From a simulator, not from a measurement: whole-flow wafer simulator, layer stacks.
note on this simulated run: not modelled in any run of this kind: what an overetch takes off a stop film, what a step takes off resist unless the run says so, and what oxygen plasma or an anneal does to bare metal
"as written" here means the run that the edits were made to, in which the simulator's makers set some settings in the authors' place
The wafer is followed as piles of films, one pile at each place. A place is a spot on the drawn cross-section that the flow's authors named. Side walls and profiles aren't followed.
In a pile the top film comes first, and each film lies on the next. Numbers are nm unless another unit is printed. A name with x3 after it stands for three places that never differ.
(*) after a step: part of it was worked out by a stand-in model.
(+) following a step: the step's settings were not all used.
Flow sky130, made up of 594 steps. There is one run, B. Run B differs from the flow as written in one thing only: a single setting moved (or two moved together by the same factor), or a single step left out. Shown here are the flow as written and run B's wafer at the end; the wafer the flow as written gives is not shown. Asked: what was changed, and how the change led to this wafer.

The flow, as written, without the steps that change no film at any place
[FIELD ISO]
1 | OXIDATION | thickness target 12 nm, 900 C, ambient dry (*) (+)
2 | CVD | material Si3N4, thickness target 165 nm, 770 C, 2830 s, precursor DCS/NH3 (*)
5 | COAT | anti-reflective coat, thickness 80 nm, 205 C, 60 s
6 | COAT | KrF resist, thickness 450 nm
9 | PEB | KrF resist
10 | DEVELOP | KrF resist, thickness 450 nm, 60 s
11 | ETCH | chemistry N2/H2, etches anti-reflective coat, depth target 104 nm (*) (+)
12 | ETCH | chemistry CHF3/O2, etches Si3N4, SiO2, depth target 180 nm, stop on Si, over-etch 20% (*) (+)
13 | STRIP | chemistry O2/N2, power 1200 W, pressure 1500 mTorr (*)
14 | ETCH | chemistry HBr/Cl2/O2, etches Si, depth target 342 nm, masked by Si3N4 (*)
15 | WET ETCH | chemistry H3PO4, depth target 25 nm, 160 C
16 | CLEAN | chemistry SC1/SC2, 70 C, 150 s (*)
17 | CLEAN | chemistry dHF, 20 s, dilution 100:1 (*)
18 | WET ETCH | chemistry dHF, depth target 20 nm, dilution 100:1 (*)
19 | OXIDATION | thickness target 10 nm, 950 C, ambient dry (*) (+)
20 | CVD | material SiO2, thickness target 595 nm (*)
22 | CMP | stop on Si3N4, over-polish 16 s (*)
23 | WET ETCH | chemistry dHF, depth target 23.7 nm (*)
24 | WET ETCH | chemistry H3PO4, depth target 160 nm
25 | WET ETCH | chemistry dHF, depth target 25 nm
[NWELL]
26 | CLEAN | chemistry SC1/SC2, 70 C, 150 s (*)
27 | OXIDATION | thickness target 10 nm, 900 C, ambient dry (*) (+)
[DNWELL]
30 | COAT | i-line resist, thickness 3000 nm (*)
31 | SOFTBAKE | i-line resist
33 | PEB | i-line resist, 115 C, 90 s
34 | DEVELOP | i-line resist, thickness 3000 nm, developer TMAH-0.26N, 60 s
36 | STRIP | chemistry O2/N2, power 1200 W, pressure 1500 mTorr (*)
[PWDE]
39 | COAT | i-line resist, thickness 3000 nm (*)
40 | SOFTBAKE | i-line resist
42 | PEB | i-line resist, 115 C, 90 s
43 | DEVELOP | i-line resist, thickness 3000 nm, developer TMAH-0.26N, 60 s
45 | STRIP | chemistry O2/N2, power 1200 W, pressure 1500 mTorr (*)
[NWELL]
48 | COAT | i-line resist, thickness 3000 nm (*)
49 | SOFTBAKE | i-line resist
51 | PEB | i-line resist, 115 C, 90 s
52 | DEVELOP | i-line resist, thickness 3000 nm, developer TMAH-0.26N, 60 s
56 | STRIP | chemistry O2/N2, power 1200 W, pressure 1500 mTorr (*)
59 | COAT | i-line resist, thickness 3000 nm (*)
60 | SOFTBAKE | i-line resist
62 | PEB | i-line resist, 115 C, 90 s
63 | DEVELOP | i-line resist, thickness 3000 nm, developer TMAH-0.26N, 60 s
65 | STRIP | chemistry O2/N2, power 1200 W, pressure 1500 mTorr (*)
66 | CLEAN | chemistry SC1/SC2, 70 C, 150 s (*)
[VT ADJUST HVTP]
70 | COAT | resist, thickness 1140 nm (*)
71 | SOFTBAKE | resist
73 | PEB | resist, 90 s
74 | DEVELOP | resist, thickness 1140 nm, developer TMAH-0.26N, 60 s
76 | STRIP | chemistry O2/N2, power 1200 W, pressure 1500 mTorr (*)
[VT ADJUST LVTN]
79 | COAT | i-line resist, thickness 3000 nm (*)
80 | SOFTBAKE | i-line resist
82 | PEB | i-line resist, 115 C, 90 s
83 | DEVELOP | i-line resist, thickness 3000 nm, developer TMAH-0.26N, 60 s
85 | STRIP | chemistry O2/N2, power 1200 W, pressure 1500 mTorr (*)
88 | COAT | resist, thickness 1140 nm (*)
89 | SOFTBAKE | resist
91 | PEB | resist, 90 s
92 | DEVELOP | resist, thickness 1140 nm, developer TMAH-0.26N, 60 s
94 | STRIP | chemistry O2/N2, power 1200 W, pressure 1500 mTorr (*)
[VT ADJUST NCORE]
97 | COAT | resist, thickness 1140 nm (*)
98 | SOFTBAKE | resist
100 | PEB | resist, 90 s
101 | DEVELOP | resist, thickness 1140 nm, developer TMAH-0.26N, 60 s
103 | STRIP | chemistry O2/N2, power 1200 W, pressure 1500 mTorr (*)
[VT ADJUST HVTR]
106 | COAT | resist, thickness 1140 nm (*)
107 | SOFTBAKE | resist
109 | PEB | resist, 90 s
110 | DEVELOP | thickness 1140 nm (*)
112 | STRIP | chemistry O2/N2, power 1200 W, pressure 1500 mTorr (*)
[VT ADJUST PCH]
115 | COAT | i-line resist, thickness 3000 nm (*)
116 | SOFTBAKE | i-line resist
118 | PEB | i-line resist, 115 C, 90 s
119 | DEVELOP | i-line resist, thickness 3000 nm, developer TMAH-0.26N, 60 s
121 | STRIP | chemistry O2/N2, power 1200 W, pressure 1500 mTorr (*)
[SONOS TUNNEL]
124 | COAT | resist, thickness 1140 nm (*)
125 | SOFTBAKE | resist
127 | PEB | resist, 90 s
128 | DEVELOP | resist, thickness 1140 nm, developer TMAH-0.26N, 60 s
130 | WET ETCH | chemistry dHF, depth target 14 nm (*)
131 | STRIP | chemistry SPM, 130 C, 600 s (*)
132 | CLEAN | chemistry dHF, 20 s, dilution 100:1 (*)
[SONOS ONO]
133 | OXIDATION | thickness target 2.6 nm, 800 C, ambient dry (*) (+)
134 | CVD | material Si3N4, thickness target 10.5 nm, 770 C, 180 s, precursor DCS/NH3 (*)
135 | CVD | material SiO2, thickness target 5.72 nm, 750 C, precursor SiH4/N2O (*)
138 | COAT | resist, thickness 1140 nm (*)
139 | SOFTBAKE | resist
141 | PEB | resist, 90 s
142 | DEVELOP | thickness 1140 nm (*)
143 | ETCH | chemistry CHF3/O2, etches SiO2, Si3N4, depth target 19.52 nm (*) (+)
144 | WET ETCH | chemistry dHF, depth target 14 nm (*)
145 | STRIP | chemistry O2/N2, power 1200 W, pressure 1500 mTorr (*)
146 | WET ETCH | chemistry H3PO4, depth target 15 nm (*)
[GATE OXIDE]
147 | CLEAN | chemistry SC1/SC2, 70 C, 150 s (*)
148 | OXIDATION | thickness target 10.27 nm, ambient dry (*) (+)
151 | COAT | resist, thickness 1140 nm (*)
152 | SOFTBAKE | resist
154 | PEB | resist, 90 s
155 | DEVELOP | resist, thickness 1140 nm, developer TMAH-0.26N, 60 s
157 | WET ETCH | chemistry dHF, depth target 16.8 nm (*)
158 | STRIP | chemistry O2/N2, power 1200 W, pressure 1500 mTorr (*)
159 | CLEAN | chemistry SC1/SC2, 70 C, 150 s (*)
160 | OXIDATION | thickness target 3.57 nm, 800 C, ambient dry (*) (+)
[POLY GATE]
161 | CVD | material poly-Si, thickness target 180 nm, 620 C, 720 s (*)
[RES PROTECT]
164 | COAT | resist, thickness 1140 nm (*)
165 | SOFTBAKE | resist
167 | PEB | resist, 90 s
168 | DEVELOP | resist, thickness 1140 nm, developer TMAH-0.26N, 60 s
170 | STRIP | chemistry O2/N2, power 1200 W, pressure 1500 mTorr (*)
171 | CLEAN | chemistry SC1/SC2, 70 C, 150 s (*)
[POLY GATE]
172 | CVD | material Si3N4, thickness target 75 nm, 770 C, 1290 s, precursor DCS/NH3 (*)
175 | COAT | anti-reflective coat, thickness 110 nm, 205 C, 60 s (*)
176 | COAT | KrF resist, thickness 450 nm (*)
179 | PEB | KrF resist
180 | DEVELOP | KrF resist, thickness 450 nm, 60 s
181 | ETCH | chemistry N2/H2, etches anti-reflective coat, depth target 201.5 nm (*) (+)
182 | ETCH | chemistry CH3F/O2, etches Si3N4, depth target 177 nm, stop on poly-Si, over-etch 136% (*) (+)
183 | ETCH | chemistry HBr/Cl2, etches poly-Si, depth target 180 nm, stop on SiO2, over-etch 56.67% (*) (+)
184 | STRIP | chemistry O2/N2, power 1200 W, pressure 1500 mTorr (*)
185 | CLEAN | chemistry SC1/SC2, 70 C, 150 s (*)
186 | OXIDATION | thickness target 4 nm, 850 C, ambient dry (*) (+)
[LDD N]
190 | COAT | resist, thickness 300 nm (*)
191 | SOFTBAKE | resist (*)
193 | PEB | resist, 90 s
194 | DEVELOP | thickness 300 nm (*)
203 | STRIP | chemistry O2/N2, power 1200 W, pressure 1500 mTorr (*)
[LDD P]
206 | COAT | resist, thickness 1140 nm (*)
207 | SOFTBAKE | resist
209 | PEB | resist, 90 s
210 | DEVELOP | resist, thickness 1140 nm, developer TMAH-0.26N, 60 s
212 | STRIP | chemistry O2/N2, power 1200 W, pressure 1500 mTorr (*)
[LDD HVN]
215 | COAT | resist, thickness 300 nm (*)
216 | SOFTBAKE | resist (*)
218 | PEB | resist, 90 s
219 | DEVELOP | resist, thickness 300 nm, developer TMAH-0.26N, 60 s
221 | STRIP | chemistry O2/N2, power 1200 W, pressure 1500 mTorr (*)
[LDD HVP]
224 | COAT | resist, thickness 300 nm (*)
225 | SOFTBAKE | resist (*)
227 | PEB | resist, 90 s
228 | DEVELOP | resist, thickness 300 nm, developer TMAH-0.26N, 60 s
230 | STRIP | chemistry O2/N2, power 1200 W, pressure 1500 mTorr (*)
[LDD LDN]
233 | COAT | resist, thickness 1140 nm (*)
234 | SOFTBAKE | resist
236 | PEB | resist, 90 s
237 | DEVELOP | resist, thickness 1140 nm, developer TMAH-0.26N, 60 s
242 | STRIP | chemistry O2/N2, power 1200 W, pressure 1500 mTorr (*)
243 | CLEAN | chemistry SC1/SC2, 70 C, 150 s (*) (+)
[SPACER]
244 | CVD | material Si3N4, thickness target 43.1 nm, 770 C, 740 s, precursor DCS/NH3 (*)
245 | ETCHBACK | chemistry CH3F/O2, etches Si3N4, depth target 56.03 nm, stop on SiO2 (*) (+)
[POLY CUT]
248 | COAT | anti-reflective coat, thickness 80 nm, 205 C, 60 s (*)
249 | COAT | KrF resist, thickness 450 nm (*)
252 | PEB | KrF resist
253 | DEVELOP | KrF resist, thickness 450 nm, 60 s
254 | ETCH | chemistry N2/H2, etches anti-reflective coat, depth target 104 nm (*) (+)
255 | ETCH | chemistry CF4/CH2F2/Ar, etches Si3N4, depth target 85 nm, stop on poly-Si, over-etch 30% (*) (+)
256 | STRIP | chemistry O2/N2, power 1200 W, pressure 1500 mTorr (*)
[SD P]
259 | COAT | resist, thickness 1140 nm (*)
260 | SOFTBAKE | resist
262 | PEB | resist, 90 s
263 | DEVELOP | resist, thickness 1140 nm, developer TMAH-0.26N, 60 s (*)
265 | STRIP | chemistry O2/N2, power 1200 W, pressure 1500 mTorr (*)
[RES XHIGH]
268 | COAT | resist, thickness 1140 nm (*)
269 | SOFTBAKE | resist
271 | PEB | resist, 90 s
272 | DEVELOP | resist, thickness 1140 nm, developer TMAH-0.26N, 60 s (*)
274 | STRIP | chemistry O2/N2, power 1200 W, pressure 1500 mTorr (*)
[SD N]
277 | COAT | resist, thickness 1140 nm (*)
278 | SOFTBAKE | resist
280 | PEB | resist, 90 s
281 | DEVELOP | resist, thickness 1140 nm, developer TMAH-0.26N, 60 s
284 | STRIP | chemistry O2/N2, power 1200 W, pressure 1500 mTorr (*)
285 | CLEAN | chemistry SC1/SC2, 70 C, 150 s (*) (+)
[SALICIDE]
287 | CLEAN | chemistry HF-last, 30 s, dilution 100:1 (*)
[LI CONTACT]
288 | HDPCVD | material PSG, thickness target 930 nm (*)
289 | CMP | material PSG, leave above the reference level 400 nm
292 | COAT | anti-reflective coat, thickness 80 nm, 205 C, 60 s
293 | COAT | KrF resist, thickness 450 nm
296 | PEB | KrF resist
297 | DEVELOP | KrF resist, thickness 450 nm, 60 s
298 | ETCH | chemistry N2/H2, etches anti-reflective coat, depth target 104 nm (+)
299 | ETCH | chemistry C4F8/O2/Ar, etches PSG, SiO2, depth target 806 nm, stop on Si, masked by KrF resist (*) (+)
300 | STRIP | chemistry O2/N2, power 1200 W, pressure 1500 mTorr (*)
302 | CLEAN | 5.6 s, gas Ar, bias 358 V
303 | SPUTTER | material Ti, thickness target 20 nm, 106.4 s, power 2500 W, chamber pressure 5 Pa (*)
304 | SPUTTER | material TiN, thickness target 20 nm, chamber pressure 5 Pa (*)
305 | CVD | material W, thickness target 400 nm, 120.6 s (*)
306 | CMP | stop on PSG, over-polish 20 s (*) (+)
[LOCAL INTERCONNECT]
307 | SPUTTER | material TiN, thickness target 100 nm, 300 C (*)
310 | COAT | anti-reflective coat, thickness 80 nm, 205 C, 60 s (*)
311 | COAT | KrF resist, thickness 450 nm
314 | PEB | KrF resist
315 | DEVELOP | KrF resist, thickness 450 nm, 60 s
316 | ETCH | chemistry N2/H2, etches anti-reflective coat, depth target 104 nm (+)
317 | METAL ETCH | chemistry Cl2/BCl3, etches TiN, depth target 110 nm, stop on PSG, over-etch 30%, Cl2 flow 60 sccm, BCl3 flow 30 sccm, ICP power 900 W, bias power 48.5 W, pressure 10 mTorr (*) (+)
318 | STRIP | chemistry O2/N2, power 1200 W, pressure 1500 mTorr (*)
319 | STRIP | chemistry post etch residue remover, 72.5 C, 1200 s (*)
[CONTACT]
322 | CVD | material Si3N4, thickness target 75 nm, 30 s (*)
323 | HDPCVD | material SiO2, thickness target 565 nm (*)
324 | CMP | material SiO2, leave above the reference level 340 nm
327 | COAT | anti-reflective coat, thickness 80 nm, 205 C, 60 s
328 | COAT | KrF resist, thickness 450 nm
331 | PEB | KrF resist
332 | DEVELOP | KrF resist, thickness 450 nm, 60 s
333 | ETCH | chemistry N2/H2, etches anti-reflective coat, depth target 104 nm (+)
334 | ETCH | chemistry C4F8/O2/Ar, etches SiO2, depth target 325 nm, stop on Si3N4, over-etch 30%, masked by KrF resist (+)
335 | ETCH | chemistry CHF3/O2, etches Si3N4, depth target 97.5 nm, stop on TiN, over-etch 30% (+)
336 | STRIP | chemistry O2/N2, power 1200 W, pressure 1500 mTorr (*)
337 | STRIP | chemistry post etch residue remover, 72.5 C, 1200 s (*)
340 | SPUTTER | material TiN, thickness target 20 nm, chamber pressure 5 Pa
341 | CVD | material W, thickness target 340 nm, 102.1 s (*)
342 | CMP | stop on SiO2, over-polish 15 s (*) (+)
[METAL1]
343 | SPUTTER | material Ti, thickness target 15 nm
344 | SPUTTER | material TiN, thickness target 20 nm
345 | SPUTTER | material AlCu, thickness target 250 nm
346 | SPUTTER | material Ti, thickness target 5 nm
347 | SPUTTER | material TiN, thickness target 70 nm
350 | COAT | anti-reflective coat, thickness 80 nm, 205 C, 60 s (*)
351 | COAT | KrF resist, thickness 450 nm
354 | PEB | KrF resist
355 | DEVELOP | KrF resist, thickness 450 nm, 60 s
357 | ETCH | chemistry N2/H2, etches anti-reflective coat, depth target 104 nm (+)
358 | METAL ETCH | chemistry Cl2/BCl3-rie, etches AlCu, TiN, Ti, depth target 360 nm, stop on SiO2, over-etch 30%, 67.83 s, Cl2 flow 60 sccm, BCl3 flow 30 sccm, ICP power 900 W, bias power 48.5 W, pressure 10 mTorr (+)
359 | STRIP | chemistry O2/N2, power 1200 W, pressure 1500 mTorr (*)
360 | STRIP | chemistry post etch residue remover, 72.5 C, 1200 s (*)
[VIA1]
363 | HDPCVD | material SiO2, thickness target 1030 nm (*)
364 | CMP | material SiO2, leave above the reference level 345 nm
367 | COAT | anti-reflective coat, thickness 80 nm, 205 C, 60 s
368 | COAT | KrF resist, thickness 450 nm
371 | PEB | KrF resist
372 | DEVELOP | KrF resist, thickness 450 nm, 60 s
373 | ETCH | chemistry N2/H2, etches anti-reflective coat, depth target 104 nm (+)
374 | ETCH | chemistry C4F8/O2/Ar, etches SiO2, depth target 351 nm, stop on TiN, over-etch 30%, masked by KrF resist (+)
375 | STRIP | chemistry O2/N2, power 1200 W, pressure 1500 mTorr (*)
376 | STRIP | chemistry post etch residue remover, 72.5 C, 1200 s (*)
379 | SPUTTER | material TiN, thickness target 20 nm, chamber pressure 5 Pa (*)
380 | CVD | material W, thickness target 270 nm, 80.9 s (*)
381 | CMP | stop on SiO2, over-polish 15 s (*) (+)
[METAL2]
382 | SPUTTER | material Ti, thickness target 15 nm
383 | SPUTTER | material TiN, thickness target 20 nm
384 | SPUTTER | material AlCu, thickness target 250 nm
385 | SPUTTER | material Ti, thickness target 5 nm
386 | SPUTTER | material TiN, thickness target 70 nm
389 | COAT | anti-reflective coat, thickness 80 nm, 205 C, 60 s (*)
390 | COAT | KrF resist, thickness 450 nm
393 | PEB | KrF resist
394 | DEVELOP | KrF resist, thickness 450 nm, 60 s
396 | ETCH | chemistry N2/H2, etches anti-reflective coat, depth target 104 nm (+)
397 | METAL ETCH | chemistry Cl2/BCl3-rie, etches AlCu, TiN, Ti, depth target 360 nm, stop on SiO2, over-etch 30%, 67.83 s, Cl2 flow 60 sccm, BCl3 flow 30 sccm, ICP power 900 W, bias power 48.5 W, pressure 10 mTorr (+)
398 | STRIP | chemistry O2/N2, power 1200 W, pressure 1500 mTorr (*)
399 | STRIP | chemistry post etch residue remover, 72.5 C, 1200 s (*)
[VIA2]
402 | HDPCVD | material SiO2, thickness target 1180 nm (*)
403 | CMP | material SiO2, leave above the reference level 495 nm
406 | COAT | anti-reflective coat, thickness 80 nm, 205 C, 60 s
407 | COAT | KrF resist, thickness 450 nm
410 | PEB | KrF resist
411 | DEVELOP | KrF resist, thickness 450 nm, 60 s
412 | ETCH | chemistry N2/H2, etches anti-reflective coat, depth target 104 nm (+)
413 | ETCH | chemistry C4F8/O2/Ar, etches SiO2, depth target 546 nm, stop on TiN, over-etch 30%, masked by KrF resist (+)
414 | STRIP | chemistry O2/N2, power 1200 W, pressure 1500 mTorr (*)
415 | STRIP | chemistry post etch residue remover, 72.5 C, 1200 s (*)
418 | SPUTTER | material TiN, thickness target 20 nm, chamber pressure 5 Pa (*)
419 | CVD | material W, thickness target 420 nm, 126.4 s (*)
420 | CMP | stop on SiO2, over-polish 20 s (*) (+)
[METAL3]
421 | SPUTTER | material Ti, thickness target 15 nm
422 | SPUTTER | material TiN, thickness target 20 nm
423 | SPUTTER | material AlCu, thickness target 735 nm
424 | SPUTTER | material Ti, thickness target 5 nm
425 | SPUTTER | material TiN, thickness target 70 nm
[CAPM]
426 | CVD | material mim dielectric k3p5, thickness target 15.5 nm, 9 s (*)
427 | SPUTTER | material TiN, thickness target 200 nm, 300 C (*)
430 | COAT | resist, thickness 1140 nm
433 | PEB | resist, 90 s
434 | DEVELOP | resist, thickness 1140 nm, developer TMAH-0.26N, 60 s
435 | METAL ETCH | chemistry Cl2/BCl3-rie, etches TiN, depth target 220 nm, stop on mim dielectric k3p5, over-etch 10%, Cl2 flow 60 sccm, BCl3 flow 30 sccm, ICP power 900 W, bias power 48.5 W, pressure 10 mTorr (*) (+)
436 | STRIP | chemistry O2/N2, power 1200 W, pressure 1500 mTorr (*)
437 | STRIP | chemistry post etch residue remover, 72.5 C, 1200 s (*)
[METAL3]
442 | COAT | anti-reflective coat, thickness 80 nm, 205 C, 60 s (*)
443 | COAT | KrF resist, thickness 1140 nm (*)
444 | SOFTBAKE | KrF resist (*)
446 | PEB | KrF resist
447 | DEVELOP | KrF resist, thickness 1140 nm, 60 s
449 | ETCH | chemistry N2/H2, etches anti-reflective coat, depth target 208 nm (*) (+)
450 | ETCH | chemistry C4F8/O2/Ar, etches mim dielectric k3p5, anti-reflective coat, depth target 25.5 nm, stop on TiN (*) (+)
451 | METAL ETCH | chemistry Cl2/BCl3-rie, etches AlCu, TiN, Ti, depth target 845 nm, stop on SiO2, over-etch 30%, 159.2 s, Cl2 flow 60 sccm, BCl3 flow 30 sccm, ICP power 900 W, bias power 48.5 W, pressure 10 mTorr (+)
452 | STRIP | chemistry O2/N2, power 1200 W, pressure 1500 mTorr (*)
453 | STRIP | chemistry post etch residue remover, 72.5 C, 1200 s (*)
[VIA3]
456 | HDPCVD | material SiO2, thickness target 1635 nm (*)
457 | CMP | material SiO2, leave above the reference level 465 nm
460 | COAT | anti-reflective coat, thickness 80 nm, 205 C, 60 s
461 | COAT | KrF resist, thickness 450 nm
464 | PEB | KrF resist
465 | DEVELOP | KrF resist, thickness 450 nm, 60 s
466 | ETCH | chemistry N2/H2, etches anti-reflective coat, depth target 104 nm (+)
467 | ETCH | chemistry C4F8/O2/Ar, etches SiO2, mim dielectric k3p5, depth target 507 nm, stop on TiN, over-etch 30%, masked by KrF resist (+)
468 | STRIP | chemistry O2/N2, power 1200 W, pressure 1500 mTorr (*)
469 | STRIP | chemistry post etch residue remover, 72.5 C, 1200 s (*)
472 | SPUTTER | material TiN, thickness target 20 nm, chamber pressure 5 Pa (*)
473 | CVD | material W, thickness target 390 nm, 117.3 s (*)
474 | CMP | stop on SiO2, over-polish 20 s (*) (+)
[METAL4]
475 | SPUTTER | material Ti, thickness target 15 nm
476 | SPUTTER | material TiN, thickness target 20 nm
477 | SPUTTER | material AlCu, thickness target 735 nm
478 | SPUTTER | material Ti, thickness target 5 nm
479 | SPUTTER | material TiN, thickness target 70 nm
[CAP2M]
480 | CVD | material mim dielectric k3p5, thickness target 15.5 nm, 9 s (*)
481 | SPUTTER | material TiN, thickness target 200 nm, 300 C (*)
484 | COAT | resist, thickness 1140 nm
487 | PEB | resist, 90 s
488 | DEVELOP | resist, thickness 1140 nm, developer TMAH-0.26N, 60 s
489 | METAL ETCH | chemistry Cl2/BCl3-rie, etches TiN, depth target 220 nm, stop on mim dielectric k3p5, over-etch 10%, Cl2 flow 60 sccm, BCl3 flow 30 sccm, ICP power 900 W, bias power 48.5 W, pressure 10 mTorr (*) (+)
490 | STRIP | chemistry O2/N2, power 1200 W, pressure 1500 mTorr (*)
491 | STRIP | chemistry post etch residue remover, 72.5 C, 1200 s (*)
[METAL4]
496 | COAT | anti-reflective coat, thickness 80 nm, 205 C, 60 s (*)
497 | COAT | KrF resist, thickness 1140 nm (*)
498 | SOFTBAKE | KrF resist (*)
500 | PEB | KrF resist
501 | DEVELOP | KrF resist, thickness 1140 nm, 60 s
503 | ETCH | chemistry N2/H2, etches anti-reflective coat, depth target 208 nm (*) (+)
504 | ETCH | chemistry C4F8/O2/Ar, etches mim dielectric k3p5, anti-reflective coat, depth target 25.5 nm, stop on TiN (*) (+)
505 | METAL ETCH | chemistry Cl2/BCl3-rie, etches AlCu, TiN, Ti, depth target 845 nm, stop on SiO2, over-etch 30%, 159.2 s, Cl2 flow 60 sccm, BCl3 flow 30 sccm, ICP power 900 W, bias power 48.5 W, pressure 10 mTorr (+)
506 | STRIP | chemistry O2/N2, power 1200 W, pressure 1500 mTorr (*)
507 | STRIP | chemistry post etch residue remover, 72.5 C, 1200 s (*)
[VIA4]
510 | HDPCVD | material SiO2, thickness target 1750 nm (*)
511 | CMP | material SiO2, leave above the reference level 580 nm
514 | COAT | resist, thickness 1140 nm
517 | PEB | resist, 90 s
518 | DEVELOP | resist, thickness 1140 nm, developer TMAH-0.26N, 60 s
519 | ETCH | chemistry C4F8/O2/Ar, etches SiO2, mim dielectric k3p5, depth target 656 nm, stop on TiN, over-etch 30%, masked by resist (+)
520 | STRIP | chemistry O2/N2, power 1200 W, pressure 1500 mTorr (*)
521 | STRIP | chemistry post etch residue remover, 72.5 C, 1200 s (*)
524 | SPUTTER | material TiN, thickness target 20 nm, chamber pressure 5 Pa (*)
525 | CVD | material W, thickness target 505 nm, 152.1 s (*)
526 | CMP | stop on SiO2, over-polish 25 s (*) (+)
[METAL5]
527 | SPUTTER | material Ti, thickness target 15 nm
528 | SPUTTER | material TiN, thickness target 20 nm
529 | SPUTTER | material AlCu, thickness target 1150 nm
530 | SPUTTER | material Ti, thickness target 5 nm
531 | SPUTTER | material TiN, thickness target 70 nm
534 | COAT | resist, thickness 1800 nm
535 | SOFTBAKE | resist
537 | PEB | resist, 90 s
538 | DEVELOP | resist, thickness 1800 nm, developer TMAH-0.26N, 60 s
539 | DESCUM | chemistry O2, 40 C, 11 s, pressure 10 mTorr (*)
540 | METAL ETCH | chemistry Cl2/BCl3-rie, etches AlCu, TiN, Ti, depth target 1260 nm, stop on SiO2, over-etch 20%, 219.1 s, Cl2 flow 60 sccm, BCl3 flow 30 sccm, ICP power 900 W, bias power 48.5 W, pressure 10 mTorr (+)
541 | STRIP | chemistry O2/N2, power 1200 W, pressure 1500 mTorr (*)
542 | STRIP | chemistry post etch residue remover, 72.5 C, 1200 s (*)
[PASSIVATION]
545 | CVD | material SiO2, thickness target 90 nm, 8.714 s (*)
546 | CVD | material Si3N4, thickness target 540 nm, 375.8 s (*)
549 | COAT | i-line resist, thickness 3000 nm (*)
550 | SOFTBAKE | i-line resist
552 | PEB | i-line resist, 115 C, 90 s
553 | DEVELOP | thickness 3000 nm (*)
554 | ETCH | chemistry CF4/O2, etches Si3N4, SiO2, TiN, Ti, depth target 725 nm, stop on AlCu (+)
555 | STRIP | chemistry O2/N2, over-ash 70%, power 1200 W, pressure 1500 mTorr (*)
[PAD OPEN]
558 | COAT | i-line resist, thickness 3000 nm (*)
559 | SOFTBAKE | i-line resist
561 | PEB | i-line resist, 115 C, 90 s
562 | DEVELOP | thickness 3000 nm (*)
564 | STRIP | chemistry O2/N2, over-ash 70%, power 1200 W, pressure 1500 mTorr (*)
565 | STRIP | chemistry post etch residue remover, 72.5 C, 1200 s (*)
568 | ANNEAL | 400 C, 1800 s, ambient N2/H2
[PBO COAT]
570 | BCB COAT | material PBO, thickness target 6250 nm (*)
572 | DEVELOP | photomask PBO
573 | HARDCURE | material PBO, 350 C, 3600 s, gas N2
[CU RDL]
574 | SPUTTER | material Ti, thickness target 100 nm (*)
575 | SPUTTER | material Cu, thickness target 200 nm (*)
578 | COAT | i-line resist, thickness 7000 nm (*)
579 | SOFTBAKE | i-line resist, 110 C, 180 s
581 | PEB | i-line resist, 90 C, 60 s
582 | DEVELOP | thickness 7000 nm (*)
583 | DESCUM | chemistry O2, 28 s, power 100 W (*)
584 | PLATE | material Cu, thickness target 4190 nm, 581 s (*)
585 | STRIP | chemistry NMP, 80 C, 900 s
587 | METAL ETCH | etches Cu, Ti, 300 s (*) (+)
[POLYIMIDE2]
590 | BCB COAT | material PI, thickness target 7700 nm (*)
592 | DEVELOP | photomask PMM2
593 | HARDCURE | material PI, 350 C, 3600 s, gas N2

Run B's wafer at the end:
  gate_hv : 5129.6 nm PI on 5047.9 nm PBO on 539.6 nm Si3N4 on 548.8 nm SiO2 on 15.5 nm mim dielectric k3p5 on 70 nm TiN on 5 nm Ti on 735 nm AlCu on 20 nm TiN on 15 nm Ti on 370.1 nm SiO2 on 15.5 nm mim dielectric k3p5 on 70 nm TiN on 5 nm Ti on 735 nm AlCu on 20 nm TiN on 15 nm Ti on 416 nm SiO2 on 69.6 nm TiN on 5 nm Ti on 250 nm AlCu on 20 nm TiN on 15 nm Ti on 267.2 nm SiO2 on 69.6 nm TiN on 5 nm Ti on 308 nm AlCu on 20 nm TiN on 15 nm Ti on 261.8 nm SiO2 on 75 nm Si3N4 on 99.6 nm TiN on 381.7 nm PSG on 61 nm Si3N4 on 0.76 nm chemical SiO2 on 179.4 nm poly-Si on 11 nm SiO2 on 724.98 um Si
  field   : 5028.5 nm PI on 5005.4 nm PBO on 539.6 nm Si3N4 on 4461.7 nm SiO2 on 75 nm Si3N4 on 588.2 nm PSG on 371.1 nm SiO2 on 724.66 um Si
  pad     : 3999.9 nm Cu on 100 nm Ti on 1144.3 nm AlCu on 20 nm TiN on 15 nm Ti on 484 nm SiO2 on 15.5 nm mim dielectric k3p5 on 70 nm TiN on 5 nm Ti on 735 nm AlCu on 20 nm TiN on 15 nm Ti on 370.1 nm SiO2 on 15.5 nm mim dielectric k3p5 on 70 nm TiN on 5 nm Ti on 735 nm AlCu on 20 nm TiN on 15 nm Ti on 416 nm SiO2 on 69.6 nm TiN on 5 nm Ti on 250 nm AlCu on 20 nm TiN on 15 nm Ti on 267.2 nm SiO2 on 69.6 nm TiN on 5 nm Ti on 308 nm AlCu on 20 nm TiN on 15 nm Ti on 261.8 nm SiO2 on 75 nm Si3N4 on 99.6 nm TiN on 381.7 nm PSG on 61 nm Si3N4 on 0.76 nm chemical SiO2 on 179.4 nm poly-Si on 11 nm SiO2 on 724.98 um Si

The reason: step 345, SPUTTER: thickness target 308 nm was run, though the flow has thickness target 250 nm.
The wafer lets one read it off: gate_hv has AlCu 308, and step 345 as written asks for 250 nm.

Step by step, how the change led to this:
  345 | SPUTTER | material AlCu, thickness target 250 nm
      field, active, n_well and 188 more: AlCu gains 308 (new film) (as written it would have been: AlCu gains 250 (new film))
  358 | METAL ETCH | chemistry Cl2/BCl3-rie, etches AlCu, TiN, Ti, depth target 360 nm, stop on SiO2, over-etch 30%, 67.83 s, Cl2 flow 60 sccm, BCl3 flow 30 sccm, ICP power 900 W, bias power 48.5 W, pressure 10 mTorr (+)
      field, active, gate and 81 more: TiN loses 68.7 (all of it), Ti loses 5 (all of it), AlCu loses 308 (all of it), TiN loses 20 (all of it), Ti loses 15 (all of it), SiO2 loses 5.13 (as written it would have been: TiN loses 68.7 (all of it), Ti loses 5 (all of it), AlCu loses 250 (all of it), TiN loses 20 (all of it), Ti loses 15 (all of it), SiO2 loses 10.9)
  364 | CMP | material SiO2, leave above the reference level 345 nm
      field, active, gate and 81 more: SiO2 loses 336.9 (as written it would have been: SiO2 loses 389.1)
